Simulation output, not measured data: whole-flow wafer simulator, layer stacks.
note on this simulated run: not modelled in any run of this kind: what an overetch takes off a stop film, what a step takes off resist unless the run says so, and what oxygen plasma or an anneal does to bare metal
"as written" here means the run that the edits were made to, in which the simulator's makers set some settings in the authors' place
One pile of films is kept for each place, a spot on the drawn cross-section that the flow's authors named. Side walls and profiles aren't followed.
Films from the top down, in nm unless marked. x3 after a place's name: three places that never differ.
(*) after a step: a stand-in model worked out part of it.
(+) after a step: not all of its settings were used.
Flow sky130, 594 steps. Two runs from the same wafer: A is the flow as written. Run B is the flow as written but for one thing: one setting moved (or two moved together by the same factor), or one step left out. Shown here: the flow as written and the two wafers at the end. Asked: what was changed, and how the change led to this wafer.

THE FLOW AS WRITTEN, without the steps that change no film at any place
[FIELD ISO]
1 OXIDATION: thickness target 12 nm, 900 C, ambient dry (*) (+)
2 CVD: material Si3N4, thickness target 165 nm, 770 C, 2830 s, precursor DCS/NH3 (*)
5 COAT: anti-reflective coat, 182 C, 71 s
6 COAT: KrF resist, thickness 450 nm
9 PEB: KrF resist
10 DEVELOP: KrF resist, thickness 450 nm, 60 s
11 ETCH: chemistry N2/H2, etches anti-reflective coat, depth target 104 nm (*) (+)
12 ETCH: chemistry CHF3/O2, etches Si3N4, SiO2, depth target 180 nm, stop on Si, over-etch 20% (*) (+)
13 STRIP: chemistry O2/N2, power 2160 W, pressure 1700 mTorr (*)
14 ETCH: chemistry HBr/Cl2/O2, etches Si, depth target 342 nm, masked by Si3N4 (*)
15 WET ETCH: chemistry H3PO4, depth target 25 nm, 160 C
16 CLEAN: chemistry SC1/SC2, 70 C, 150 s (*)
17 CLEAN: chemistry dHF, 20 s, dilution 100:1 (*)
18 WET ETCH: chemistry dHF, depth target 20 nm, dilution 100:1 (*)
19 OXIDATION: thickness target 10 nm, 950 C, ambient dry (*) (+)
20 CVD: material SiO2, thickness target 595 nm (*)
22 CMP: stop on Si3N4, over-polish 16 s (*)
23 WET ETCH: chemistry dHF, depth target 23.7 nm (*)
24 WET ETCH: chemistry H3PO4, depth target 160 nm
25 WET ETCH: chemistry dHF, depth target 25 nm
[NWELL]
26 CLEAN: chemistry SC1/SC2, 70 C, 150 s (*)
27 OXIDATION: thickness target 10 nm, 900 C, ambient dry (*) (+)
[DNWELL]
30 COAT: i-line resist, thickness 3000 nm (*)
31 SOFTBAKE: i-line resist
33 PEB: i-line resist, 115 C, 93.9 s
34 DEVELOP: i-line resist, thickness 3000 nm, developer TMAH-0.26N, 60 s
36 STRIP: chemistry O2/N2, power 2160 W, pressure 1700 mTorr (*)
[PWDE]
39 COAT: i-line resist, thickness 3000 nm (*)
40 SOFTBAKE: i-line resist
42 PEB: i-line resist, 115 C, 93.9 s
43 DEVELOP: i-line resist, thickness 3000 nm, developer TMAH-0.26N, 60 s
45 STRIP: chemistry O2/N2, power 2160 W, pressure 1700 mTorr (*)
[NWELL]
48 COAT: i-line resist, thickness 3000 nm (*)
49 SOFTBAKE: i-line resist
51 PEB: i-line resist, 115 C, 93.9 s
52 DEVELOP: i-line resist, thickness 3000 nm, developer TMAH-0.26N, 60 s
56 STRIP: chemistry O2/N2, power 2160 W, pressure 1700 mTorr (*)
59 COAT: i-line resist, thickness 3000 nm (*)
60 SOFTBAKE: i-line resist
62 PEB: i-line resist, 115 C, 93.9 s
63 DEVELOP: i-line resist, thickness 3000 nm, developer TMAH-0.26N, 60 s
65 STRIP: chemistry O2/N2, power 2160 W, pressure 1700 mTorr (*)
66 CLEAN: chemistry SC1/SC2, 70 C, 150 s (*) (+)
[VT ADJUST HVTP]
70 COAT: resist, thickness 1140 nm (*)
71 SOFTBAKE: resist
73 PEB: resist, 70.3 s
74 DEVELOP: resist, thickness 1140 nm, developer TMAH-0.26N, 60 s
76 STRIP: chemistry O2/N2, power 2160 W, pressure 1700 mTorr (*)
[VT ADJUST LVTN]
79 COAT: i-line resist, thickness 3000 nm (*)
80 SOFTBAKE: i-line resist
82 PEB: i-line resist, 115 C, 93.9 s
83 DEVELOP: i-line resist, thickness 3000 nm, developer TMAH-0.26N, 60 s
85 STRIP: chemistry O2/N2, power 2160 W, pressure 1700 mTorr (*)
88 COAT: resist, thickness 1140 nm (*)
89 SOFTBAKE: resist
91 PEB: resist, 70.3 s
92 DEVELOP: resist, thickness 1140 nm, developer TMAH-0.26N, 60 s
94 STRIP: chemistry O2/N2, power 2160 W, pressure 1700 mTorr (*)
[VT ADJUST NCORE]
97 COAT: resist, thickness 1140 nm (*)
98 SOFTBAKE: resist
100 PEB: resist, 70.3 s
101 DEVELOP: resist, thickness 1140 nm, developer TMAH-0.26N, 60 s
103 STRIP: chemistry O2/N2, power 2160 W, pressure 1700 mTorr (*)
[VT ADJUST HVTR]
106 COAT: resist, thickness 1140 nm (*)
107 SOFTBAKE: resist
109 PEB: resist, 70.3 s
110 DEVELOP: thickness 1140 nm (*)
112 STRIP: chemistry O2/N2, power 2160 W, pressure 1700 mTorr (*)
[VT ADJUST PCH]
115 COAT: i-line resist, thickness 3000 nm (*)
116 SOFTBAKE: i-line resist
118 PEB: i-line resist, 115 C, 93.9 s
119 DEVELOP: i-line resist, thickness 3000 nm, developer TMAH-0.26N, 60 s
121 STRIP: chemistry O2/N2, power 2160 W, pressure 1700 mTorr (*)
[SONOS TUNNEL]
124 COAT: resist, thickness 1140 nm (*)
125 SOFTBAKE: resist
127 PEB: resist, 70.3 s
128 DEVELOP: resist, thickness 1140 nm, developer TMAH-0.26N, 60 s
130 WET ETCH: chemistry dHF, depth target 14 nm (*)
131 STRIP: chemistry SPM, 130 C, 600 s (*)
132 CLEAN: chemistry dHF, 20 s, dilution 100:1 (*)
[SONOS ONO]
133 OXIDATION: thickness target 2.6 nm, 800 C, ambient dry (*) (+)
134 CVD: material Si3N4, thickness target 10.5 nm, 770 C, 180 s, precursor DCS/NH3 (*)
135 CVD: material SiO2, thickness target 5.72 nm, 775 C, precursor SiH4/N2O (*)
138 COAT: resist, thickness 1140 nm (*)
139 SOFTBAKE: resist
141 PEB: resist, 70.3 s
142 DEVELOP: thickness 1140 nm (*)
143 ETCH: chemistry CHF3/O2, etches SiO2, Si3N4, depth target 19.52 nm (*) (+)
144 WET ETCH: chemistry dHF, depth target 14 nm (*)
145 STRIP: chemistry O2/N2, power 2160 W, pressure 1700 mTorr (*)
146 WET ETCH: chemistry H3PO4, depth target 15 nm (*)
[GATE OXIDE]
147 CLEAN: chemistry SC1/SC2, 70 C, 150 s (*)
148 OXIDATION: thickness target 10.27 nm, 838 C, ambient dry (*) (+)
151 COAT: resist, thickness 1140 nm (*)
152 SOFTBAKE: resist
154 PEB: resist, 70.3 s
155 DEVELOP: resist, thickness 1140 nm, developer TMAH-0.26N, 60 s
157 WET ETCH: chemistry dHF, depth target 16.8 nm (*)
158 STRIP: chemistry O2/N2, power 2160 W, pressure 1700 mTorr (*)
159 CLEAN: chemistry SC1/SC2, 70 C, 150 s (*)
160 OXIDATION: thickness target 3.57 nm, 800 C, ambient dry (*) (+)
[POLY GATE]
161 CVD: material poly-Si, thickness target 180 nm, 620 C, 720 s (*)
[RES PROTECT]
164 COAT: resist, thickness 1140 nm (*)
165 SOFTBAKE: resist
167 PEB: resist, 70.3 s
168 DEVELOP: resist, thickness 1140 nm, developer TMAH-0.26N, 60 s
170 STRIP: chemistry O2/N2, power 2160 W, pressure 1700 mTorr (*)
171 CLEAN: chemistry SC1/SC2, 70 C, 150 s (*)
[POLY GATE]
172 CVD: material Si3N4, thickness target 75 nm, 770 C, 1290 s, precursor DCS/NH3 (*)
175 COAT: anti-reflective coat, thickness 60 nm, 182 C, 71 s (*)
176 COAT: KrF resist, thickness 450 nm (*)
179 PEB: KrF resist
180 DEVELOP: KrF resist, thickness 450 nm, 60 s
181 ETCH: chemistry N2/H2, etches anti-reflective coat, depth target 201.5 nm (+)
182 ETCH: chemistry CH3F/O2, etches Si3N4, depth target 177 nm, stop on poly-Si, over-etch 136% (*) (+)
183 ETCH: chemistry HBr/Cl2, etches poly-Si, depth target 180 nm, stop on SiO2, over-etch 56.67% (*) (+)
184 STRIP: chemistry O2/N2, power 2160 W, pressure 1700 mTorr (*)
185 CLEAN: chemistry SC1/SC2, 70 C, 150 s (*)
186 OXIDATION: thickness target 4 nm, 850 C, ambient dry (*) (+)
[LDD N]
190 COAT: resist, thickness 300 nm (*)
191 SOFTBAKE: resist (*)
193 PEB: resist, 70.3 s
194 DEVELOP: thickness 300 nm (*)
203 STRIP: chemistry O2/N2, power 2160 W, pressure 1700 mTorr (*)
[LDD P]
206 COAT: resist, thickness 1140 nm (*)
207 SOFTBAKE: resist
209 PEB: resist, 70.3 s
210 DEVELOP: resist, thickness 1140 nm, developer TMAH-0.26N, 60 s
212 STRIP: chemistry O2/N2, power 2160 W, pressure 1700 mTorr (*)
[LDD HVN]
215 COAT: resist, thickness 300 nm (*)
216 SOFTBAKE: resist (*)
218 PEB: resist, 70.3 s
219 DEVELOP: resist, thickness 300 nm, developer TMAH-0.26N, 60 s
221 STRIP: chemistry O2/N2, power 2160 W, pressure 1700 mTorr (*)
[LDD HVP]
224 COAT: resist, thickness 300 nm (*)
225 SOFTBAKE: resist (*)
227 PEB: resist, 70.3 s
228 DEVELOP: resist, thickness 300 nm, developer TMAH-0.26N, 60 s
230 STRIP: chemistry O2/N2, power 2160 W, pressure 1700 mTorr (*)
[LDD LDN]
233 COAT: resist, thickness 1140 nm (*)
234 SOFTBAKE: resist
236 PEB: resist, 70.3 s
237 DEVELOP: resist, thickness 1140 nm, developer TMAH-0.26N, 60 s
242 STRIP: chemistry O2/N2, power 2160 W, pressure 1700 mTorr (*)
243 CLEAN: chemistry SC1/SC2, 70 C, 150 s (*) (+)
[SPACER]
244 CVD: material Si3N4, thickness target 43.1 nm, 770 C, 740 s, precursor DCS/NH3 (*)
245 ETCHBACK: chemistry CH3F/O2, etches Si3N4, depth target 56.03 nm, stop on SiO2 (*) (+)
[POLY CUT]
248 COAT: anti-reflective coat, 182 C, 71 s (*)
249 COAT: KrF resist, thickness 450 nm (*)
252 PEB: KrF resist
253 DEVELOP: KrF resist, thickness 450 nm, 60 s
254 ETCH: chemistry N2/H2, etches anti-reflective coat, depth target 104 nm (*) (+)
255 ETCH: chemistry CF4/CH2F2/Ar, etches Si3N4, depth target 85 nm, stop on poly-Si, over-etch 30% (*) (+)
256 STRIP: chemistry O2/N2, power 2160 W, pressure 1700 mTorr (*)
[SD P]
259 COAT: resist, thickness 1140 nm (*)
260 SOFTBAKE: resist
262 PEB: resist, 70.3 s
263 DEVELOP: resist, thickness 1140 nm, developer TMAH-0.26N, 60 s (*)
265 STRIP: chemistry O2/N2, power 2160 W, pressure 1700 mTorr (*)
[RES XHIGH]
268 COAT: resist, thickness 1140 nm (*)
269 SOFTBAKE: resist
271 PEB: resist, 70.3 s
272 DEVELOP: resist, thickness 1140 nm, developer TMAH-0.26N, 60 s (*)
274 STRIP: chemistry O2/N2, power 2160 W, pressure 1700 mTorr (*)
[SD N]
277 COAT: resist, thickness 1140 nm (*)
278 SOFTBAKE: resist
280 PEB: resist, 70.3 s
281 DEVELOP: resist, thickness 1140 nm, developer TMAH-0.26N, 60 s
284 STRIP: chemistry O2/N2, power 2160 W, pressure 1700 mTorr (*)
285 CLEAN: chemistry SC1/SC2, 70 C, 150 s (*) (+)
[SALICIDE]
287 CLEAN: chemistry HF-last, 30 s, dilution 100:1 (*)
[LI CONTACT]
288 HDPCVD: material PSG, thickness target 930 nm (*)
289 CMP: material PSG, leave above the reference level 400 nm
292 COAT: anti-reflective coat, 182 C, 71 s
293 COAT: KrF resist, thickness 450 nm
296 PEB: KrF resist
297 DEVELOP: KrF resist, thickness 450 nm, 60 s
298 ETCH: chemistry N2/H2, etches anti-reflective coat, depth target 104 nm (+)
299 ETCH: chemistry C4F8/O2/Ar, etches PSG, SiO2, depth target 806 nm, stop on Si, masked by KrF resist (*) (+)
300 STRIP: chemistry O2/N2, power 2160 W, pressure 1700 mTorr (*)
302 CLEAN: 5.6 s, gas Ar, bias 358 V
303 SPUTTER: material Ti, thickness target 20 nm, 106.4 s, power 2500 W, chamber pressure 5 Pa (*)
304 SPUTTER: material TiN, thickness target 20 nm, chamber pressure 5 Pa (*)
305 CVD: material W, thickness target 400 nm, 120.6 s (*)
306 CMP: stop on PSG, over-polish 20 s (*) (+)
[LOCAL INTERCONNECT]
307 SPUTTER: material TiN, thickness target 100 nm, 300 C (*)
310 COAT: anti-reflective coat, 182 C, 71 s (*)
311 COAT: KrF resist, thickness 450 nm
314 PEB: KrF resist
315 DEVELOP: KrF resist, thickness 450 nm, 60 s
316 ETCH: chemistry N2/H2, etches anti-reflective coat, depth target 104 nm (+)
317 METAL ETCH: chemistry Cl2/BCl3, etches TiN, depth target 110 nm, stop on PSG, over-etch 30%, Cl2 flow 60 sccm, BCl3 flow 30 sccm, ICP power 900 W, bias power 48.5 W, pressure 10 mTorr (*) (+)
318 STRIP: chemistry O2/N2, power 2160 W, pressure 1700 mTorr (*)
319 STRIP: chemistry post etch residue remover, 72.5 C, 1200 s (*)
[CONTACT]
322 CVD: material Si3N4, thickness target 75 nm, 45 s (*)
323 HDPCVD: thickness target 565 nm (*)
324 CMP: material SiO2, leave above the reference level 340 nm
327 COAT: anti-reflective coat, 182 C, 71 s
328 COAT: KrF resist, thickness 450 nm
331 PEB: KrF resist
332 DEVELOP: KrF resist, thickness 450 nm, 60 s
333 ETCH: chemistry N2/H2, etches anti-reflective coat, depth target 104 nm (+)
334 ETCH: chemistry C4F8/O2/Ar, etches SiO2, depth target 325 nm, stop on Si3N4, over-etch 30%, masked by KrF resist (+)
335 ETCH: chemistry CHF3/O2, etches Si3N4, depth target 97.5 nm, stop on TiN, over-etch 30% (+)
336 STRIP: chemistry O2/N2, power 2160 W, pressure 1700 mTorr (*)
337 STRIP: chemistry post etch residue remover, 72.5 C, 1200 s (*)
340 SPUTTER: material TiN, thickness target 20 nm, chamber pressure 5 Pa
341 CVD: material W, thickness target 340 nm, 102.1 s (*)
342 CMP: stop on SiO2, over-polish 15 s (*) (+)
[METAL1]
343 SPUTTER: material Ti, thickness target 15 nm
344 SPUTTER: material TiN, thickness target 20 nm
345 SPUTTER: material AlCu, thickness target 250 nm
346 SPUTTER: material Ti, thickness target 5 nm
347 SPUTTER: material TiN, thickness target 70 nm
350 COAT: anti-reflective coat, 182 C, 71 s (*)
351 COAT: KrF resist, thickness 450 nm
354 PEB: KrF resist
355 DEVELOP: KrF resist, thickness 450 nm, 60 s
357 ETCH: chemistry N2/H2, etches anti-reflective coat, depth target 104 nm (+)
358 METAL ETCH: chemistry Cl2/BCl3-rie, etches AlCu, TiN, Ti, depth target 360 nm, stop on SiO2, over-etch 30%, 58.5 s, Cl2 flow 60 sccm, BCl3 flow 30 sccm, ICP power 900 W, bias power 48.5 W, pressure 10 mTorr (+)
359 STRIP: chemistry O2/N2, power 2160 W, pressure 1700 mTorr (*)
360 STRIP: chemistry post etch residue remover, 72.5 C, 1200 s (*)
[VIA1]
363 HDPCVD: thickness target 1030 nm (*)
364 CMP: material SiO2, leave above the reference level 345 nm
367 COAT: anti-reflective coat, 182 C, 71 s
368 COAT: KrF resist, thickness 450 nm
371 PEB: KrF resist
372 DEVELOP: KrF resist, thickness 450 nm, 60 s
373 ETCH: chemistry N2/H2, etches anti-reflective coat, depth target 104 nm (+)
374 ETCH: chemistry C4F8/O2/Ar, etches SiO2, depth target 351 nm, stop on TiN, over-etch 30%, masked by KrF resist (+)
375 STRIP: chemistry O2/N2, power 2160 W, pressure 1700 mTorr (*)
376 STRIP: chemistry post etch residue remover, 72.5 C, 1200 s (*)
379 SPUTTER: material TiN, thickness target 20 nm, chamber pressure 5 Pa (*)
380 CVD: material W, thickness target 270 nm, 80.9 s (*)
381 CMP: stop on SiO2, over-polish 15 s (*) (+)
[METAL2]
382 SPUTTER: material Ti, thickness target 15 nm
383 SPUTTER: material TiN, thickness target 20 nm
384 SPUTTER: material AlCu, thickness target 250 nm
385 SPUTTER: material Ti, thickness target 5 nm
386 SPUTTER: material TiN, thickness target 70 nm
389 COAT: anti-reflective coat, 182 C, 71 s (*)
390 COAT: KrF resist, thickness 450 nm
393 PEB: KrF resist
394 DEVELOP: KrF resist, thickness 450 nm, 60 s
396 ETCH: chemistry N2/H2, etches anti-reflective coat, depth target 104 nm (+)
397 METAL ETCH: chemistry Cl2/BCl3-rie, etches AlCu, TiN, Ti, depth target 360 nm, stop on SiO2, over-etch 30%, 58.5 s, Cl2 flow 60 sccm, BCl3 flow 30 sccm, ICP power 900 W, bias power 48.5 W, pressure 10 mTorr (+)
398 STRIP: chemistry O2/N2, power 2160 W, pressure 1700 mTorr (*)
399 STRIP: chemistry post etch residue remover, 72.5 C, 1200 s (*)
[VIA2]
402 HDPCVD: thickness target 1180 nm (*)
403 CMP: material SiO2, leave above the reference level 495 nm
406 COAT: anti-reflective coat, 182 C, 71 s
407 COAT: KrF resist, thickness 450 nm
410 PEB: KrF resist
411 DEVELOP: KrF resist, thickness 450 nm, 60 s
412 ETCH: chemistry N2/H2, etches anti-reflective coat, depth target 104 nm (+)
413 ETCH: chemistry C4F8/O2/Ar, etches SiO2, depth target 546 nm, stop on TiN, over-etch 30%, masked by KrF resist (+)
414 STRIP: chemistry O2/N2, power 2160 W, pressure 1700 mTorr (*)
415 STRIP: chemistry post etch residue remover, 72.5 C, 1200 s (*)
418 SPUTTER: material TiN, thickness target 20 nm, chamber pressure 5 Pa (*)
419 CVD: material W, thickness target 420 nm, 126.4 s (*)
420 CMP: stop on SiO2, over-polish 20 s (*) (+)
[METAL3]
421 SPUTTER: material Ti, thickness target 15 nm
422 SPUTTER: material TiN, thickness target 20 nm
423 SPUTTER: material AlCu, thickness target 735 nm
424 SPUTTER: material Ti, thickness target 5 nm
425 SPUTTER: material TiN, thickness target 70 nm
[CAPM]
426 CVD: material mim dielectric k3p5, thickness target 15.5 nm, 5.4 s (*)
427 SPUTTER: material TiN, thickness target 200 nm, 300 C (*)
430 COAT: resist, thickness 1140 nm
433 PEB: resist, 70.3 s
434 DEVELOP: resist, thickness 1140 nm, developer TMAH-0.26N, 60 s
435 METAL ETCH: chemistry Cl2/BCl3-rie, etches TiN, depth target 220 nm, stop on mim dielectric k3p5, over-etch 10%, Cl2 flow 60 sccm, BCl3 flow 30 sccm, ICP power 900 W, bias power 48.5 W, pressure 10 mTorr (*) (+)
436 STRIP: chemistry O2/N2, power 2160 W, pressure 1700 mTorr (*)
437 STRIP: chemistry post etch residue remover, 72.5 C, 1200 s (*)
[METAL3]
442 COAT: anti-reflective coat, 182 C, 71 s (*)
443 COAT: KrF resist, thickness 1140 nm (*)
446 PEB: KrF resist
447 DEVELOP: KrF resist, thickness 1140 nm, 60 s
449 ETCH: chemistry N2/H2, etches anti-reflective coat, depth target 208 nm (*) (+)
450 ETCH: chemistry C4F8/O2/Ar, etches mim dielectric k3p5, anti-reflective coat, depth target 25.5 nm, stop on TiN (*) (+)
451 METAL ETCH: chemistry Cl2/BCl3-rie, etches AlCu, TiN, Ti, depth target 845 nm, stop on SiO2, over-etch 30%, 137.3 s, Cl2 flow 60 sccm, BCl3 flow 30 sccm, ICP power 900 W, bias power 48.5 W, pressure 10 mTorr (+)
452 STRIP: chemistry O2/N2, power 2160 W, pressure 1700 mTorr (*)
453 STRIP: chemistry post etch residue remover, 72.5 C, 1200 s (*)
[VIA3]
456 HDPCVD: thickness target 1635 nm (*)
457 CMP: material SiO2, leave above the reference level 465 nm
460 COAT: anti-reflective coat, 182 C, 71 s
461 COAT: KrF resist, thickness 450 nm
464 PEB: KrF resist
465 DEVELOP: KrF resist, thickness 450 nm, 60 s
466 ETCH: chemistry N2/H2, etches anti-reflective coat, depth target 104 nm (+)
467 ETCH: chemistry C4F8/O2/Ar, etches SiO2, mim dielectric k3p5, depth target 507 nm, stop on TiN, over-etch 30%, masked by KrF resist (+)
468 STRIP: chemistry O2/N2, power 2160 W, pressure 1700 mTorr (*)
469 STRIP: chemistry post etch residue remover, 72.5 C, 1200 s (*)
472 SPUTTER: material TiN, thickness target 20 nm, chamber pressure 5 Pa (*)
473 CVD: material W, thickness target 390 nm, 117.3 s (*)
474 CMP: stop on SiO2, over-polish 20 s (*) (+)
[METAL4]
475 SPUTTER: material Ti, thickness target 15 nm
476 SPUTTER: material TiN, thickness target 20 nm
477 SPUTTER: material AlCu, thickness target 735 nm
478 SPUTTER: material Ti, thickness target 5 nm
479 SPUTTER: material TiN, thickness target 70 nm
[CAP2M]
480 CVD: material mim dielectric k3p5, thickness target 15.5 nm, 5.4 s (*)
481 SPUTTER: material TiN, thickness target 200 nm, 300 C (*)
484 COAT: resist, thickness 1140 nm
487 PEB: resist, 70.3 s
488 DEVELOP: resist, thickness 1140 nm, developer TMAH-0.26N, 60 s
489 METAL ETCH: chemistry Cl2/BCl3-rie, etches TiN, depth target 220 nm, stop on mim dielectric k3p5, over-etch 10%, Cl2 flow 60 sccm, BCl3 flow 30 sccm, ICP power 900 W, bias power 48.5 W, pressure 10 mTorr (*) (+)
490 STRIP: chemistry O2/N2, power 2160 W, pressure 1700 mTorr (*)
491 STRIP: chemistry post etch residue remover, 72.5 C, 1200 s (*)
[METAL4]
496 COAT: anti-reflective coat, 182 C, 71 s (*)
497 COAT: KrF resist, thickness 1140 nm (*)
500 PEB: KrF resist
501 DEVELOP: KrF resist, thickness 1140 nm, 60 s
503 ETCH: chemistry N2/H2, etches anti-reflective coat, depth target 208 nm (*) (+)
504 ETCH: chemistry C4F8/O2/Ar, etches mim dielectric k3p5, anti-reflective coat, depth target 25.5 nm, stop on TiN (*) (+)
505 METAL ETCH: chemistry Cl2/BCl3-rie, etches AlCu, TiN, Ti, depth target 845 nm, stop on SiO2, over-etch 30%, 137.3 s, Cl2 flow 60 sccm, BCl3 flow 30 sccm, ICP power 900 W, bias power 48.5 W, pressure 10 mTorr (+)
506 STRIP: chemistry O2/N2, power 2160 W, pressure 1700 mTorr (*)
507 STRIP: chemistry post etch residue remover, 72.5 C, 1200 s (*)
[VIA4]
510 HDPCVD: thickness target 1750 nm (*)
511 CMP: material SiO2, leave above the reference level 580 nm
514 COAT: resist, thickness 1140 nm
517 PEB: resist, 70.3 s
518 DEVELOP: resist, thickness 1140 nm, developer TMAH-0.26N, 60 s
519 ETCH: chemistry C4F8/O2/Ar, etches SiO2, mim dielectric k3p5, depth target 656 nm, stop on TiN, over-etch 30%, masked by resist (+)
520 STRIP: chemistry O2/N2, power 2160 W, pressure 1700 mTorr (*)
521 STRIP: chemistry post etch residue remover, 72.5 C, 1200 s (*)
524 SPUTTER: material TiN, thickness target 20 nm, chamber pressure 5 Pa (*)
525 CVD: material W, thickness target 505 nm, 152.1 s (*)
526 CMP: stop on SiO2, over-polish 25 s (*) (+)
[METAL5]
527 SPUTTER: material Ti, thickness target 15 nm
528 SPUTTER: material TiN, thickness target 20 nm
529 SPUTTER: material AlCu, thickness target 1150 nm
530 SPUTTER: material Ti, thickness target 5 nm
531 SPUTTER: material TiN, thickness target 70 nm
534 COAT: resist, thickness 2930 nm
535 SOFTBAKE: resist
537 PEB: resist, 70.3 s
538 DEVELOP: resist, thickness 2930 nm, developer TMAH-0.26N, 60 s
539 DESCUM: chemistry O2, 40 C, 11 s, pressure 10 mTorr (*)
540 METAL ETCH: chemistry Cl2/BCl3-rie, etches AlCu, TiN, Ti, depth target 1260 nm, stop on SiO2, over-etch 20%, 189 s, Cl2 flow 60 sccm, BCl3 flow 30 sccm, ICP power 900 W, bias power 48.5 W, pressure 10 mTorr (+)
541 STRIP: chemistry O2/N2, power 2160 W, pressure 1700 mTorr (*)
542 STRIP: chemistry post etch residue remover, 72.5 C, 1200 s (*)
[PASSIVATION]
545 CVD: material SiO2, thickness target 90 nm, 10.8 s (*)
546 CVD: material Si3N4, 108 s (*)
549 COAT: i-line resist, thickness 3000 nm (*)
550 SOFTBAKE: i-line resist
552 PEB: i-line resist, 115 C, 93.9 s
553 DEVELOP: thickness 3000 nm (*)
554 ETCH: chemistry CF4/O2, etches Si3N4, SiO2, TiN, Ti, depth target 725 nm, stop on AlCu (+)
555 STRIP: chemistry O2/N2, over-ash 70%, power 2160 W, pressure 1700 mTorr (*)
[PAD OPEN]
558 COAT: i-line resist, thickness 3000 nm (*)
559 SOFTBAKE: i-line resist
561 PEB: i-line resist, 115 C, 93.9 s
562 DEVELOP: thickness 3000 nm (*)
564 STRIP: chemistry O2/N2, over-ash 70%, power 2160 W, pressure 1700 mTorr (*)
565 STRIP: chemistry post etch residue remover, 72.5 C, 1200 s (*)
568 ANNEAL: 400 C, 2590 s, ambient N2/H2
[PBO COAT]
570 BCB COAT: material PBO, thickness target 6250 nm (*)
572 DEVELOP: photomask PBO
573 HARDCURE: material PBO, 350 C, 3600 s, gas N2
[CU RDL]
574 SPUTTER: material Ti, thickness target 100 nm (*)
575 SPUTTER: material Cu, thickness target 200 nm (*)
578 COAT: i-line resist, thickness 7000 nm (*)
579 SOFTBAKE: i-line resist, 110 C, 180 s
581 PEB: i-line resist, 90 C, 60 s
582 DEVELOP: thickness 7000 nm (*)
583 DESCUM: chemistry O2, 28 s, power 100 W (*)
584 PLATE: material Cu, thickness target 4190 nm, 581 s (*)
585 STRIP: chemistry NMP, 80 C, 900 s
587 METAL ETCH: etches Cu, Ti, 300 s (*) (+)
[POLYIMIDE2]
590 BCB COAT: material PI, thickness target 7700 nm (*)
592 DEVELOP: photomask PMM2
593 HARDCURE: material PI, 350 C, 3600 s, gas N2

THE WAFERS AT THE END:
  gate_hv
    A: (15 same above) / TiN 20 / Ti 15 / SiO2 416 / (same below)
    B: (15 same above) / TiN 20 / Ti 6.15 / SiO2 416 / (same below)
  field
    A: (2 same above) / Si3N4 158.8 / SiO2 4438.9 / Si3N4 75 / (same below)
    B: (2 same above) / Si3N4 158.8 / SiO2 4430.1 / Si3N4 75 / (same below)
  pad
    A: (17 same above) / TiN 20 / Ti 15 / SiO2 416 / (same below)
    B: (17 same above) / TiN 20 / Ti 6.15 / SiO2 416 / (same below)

The cause: step 421, SPUTTER: thickness target 6.15 nm was run, where the flow has thickness target 15 nm.
It can be read off the wafer: gate_hv has Ti 6.15, and step 421 as written asks for 15 nm.

How the change led to this, step by step:
  421 SPUTTER: material Ti, thickness target 15 nm
      field, active, n_well and 188 more: A Ti +15 (new film) | B Ti +6.15 (new film)
  451 METAL ETCH: chemistry Cl2/BCl3-rie, etches AlCu, TiN, Ti, depth target 845 nm, stop on SiO2, over-etch 30%, 137.3 s, Cl2 flow 60 sccm, BCl3 flow 30 sccm, ICP power 900 W, bias power 48.5 W, pressure 10 mTorr (+)
      field, gate, spacer and 68 more: A TiN -70 (all of it), Ti -5 (all of it), AlCu -735 (all of it), TiN -20 (all of it), Ti -15 (all of it), SiO2 -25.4 | B TiN -70 (all of it), Ti -5 (all of it), AlCu -735 (all of it), TiN -20 (all of it), Ti -6.15 (all of it), SiO2 -26.2
      active, vpp_ln, vpp_iso2 and 11 more: A TiN -70 (all of it), Ti -5 (all of it), AlCu -735 (all of it), TiN -20 (all of it), Ti -15 (all of it), SiO2 -25.3 | B TiN -70 (all of it), Ti -5 (all of it), AlCu -735 (all of it), TiN -20 (all of it), Ti -6.15 (all of it), SiO2 -26.2
  457 CMP: material SiO2, leave above the reference level 465 nm
      field, active, gate and 82 more: A SiO2 -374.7 | B SiO2 -382.6
  550 SOFTBAKE: i-line resist
      via1_hole: A i-line resist -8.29 | B i-line resist -7.42
      via1_enc: A i-line resist -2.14 | B i-line resist -1.33
  559 SOFTBAKE: i-line resist
      via1_hole: A i-line resist -8.29 | B i-line resist -7.42
      via1_enc: A i-line resist -2.14 | B i-line resist -1.33
